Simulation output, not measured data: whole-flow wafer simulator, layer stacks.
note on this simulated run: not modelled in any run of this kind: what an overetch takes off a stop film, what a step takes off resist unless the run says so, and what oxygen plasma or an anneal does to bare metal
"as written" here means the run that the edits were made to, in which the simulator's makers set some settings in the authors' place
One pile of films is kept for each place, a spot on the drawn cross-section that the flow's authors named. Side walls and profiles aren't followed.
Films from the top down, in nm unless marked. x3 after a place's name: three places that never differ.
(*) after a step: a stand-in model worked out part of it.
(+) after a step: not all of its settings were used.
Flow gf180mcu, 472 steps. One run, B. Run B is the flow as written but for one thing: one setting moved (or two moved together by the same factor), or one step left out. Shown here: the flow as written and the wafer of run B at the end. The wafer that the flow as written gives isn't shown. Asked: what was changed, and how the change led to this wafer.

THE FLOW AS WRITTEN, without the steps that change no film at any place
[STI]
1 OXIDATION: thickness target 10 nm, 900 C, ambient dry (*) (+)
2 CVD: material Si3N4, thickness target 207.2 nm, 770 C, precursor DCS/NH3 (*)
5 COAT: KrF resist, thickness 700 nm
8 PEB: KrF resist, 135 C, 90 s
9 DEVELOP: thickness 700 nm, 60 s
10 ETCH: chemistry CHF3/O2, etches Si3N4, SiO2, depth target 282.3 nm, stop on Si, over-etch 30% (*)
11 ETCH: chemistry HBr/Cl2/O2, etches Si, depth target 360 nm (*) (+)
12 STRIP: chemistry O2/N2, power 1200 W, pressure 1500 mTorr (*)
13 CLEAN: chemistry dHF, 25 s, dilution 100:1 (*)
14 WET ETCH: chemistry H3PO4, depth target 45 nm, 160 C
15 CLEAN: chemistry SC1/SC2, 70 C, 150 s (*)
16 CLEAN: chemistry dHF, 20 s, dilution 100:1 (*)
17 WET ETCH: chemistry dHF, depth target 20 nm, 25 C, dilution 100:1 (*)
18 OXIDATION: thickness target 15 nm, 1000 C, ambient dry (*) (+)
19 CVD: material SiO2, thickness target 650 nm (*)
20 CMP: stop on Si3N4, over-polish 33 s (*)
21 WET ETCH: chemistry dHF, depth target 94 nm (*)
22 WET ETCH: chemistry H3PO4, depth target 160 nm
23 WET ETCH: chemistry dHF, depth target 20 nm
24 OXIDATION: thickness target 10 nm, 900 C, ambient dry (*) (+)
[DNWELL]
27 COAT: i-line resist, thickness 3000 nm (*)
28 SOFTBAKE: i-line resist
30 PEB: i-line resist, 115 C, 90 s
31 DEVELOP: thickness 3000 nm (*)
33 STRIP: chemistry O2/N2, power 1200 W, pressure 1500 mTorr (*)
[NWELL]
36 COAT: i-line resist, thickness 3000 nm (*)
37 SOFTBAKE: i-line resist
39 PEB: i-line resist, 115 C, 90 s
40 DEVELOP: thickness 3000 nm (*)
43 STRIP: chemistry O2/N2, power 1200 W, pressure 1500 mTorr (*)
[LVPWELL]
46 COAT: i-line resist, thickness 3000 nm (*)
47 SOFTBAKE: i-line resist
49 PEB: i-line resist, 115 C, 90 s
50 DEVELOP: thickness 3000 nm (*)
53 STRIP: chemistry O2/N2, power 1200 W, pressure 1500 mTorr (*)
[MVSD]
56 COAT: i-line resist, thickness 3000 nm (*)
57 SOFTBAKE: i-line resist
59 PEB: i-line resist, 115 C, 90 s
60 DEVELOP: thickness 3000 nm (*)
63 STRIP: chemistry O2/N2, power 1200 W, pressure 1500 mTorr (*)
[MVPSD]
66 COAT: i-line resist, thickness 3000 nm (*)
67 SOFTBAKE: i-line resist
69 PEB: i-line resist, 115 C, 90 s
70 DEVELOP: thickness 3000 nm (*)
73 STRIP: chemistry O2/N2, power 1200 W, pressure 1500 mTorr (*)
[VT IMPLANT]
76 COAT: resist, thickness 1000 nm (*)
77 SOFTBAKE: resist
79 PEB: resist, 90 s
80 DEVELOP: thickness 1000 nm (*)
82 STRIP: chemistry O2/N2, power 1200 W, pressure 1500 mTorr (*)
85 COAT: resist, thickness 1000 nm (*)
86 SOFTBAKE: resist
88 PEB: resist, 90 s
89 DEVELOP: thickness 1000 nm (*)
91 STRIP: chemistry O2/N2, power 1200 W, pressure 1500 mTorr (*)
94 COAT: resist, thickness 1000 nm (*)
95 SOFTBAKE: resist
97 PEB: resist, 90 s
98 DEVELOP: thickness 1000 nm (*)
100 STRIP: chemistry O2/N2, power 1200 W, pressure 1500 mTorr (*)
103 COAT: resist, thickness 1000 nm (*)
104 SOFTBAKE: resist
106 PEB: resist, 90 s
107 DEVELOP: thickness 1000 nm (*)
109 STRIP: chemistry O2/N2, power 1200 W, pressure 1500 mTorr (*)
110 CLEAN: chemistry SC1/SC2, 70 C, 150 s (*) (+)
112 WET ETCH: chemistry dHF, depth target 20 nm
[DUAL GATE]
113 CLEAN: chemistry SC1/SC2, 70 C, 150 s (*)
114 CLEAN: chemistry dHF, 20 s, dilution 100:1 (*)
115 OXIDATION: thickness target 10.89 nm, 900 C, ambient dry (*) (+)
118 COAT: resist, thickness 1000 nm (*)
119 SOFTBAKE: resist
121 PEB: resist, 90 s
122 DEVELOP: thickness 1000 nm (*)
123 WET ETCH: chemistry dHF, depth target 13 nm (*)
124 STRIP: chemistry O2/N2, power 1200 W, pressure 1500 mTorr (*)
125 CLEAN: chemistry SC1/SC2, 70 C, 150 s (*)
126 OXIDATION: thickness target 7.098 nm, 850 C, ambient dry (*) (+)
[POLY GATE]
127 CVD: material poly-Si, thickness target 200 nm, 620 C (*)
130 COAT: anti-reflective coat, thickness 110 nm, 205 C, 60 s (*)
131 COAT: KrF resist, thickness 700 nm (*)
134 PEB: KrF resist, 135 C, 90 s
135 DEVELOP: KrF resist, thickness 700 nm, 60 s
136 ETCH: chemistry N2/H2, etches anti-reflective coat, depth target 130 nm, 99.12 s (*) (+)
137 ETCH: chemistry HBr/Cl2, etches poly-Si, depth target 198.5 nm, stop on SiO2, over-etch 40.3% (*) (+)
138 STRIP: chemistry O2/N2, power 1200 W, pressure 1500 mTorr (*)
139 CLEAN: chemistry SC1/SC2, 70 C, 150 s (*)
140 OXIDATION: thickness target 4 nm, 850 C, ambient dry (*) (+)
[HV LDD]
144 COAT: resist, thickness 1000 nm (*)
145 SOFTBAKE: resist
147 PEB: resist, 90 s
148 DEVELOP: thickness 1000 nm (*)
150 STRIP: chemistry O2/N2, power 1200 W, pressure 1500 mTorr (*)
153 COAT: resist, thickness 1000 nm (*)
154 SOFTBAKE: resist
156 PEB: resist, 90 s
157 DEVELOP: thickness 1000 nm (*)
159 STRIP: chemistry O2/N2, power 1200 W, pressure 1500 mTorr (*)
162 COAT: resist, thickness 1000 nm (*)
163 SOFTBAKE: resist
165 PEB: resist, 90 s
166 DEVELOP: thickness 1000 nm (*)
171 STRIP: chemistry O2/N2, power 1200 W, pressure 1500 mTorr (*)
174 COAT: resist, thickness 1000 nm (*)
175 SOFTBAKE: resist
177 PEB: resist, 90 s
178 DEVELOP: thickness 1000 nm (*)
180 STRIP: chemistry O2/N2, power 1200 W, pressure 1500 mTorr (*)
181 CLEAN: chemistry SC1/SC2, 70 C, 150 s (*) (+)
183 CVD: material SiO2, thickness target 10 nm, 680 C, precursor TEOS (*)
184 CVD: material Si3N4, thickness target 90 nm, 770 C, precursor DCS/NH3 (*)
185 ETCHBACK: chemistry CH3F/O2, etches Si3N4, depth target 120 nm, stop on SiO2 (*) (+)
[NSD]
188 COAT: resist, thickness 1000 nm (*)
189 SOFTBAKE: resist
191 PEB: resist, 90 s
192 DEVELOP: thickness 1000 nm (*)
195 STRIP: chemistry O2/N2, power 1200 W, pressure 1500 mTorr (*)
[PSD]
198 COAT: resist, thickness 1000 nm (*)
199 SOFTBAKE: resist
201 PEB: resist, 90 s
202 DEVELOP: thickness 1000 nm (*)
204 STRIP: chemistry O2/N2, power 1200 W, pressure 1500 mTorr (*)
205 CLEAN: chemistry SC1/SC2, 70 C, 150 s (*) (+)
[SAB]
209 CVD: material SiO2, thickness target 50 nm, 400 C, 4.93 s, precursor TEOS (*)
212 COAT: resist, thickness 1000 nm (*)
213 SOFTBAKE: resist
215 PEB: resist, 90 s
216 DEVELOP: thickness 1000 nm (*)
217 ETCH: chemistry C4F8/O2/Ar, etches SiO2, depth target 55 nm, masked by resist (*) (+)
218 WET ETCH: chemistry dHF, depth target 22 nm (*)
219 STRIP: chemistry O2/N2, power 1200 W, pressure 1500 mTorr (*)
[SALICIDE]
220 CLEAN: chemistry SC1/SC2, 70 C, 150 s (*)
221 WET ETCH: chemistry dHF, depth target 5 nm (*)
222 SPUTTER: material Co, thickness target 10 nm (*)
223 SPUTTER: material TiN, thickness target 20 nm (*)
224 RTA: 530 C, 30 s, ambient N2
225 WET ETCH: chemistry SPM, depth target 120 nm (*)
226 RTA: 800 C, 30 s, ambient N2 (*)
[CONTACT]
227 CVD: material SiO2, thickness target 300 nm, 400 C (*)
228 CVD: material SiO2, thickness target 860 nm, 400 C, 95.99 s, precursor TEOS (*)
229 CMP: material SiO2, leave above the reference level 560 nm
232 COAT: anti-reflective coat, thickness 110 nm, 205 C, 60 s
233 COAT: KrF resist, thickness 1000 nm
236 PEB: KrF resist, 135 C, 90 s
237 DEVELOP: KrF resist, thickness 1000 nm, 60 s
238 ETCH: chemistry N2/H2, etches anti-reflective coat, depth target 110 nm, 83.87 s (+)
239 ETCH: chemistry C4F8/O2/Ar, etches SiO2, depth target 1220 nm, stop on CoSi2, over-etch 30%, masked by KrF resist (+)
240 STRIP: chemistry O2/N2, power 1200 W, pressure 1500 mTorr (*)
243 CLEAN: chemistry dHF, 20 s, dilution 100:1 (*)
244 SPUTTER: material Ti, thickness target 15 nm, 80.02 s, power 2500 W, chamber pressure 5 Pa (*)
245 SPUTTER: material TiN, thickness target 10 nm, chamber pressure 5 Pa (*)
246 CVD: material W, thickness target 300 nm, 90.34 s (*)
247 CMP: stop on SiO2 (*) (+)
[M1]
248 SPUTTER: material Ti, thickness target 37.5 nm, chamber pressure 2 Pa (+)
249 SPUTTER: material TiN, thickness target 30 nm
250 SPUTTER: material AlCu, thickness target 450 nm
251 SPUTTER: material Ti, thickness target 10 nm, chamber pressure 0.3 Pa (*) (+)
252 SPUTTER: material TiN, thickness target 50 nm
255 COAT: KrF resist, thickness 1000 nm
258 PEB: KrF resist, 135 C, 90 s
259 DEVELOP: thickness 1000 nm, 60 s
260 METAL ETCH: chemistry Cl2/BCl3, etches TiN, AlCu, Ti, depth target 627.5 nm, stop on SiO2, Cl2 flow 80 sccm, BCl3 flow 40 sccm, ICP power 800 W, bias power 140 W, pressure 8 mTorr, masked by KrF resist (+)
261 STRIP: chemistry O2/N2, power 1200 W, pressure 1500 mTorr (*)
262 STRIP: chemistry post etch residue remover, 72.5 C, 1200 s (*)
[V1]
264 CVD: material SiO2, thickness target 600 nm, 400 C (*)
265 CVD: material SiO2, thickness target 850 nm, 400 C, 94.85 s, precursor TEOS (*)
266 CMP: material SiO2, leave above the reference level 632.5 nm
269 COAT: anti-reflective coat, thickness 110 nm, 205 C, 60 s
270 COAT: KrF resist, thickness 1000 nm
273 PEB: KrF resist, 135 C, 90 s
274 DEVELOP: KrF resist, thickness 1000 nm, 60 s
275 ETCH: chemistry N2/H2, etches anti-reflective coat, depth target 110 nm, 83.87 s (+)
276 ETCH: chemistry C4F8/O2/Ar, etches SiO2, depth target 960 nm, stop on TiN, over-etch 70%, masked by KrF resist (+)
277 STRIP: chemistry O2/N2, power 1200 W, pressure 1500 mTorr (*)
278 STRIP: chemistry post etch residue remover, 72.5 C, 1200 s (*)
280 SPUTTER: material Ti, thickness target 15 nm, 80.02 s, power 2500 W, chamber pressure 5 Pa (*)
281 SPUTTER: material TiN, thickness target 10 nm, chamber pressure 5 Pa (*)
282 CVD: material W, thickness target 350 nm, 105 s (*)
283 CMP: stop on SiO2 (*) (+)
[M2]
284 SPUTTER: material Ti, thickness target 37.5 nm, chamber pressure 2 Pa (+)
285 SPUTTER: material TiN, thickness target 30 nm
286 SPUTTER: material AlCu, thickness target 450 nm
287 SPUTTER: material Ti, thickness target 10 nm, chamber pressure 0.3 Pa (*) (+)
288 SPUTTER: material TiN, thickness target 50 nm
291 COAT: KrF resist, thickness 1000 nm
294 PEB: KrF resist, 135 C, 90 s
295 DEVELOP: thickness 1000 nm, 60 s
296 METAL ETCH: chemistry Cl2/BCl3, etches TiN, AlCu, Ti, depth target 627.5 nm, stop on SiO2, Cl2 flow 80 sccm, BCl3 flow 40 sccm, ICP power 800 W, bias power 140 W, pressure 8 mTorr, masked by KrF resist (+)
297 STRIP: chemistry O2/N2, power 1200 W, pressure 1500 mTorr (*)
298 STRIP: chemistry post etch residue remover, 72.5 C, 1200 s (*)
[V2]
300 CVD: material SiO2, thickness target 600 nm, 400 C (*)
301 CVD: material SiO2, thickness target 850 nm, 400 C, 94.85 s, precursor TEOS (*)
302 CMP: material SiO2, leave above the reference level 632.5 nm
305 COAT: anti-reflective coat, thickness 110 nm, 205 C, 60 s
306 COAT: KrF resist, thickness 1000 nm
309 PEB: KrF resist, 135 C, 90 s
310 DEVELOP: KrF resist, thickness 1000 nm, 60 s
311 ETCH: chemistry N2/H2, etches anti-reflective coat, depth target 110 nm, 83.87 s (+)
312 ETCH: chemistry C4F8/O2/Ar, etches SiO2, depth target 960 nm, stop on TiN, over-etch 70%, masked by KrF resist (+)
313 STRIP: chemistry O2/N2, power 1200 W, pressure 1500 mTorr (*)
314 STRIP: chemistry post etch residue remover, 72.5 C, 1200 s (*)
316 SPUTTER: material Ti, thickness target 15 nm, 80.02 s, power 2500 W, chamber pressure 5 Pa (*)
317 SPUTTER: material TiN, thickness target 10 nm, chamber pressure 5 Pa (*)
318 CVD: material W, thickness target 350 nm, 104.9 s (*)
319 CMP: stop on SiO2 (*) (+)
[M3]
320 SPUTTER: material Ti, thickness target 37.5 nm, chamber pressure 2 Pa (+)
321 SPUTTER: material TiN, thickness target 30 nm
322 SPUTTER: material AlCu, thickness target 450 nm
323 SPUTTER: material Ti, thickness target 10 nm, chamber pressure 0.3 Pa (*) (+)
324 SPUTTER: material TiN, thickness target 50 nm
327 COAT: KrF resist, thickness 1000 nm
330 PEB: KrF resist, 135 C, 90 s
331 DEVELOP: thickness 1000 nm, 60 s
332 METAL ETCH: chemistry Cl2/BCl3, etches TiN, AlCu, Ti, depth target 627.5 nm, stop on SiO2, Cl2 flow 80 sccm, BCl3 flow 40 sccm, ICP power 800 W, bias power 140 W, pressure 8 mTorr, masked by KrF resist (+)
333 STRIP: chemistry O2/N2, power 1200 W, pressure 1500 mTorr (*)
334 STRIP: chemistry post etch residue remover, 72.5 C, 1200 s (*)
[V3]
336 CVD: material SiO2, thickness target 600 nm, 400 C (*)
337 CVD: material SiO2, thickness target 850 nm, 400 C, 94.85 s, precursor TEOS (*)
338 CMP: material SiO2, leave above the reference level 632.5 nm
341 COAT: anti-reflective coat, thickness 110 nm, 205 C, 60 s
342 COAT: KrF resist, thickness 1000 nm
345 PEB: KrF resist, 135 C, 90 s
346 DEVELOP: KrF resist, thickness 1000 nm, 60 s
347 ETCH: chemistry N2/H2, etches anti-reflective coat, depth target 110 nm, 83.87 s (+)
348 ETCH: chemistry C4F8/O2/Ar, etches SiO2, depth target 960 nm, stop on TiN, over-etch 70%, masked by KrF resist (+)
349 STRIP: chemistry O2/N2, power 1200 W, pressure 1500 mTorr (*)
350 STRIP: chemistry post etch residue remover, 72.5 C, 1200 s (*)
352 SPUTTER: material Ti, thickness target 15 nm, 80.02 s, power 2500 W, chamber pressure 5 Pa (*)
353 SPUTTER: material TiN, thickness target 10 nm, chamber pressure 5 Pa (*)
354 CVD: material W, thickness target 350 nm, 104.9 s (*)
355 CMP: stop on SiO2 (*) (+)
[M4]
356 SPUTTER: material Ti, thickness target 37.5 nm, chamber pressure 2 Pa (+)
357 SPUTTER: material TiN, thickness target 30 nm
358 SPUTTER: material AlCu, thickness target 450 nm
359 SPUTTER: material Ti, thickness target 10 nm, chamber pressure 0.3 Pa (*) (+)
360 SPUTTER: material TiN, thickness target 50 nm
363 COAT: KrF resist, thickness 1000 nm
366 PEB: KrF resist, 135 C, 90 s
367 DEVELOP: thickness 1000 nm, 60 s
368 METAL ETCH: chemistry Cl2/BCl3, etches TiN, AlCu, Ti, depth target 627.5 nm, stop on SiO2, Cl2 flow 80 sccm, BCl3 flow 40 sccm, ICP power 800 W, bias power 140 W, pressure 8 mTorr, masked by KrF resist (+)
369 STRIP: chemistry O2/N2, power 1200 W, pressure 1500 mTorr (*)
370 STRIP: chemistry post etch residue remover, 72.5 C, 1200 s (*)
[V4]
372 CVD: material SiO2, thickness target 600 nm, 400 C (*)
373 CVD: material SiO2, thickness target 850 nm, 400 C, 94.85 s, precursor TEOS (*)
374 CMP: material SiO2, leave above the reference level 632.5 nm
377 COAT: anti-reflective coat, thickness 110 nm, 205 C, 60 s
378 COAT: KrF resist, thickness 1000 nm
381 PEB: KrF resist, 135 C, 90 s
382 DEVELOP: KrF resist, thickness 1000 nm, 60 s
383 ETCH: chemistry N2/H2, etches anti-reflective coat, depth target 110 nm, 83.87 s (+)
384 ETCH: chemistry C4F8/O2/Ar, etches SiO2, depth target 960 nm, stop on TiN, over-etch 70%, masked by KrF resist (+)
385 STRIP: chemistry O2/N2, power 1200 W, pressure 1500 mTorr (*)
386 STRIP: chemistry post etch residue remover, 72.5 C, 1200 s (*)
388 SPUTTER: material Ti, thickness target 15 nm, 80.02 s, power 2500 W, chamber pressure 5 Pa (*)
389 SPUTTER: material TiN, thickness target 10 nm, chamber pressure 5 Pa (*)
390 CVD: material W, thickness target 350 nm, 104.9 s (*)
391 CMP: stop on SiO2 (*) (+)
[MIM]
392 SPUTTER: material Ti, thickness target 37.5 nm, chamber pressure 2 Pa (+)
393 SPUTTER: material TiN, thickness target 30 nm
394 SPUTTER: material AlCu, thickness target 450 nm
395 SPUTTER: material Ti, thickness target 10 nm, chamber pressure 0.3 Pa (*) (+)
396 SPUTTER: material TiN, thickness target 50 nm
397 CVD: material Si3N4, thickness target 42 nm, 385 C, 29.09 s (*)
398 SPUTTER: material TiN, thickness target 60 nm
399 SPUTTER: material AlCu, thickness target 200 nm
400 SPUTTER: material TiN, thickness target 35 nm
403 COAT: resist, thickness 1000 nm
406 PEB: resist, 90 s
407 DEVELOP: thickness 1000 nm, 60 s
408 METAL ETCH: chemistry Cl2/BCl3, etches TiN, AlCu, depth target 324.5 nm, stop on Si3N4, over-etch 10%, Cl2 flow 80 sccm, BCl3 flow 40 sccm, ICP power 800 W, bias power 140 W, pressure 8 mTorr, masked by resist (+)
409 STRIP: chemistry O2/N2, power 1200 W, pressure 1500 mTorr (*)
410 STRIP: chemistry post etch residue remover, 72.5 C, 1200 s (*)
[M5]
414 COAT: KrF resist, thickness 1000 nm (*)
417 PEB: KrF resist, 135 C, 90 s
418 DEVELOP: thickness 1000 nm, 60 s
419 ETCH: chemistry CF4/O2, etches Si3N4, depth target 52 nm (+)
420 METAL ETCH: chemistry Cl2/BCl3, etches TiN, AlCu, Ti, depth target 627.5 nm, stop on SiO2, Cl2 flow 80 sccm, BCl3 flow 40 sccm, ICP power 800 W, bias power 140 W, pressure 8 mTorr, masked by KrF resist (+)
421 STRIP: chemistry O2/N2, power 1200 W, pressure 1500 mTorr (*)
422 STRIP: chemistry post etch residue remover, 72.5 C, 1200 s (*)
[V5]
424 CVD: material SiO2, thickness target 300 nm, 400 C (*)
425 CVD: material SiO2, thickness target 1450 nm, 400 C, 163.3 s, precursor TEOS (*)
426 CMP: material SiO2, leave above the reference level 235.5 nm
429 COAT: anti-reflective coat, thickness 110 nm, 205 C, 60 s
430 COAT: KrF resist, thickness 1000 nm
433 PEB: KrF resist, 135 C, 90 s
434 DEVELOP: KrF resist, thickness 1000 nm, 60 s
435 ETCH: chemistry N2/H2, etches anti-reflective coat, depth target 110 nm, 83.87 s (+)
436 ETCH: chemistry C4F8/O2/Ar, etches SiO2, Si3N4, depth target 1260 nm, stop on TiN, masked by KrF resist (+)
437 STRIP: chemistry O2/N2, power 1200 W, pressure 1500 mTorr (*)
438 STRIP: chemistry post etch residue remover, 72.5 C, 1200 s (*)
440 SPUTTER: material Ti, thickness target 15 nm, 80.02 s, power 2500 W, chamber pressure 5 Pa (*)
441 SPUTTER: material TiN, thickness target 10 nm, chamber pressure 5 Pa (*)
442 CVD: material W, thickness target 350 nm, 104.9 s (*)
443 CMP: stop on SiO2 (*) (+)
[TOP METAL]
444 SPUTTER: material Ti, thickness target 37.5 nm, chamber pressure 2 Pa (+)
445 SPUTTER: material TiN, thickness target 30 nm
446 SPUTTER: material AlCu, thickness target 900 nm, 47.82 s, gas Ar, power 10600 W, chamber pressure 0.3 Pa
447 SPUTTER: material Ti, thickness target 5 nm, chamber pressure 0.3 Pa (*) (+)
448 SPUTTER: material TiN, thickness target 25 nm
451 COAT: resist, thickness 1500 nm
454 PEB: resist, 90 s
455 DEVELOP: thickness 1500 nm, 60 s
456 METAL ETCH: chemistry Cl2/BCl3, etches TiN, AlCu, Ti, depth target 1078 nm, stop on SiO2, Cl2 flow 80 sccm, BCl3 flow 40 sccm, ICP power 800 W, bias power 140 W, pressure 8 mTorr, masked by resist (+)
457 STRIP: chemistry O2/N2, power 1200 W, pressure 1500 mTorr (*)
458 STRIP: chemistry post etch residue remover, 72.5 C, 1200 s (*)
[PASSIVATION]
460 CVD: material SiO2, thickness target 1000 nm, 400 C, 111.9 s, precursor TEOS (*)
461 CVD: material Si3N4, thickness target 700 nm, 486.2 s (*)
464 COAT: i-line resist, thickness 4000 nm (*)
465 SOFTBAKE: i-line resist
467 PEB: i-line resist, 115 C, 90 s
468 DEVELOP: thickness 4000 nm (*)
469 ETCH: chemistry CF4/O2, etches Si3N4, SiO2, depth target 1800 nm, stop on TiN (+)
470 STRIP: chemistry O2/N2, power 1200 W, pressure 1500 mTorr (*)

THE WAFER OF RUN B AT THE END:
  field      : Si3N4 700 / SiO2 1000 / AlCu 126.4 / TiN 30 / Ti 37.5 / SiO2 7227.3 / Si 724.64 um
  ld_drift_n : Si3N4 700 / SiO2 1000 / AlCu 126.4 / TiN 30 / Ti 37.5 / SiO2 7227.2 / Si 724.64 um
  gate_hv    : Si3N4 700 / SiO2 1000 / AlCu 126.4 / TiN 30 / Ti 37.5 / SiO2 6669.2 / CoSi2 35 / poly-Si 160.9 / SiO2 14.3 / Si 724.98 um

The cause: step 456, METAL ETCH: depth target 797.9 nm was run, where the flow has depth target 1078 nm.

How the change led to this, step by step:
  456 METAL ETCH: chemistry Cl2/BCl3, etches TiN, AlCu, Ti, depth target 1078 nm, stop on SiO2, Cl2 flow 80 sccm, BCl3 flow 40 sccm, ICP power 800 W, bias power 140 W, pressure 8 mTorr, masked by resist (+)
      field, field__w1, field__w2 and 103 more: TiN -25 (all of it), Ti -5 (all of it), AlCu -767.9 (as written it would be: TiN -25 (all of it), Ti -5 (all of it), AlCu -900 (all of it), TiN -30 (all of it), Ti -37.5 (all of it))
      field__w8, contact, m1, m1__w1, pad, m1_nw: resist -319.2 (as written it would be: resist -431)
  457 STRIP: chemistry O2/N2, power 1200 W, pressure 1500 mTorr (*)
      field__w8, contact, m1, m1__w1, pad, m1_nw: resist -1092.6 (all of it) (as written it would be: resist -980.8 (all of it))
  458 STRIP: chemistry post etch residue remover, 72.5 C, 1200 s (*)
      field, field__w1, field__w2 and 103 more: AlCu -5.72 (as written it would be: nothing)
  460 CVD: material SiO2, thickness target 1000 nm, 400 C, 111.9 s, precursor TEOS (*)
      field, field__w1, field__w2 and 103 more: SiO2 +1000 (new film) (as written it would be: SiO2 +1000)
  464 COAT: i-line resist, thickness 4000 nm (*)
      field__w8: i-line resist +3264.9 (new film) (as written it would be: i-line resist +3093.1 (new film))
      contact: i-line resist +3307.4 (new film) (as written it would be: i-line resist +3153.6 (new film))
      (and at 4 more places)
  465 SOFTBAKE: i-line resist
      field__w5, field__w9: i-line resist +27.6 (as written it would be: i-line resist +37.3)
      field: i-line resist -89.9 (as written it would be: i-line resist -120.6)
      (and at 66 more places)
  467 PEB: i-line resist, 115 C, 90 s
      field__w8, m1__w1: i-line resist -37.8 (as written it would be: i-line resist -34.7)
      contact: i-line resist -38 (as written it would be: i-line resist -35.1)
      (and at 3 more places)
  468 DEVELOP: thickness 4000 nm (*)
      pad: i-line resist -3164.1 (all of it) (as written it would be: i-line resist -2974.8 (all of it))
  470 STRIP: chemistry O2/N2, power 1200 W, pressure 1500 mTorr (*)
      field__w8, m1__w1: i-line resist -1974.6 (all of it) (as written it would be: i-line resist -1787.7 (all of it))
      contact: i-line resist -1991.4 (all of it) (as written it would be: i-line resist -1811.2 (all of it))
      (and at 2 more places)
Counting metal films that touch as one body, field has 1 body; the flow as written gives 0 bodies.
Counting metal films that touch as one body, ld_drift_n has 1 body; the flow as written gives 0 bodies.
Counting metal films that touch as one body, gate_hv has 2 bodies (between them, from the top down: SiO2 6669.2); the flow as written gives 1 body.
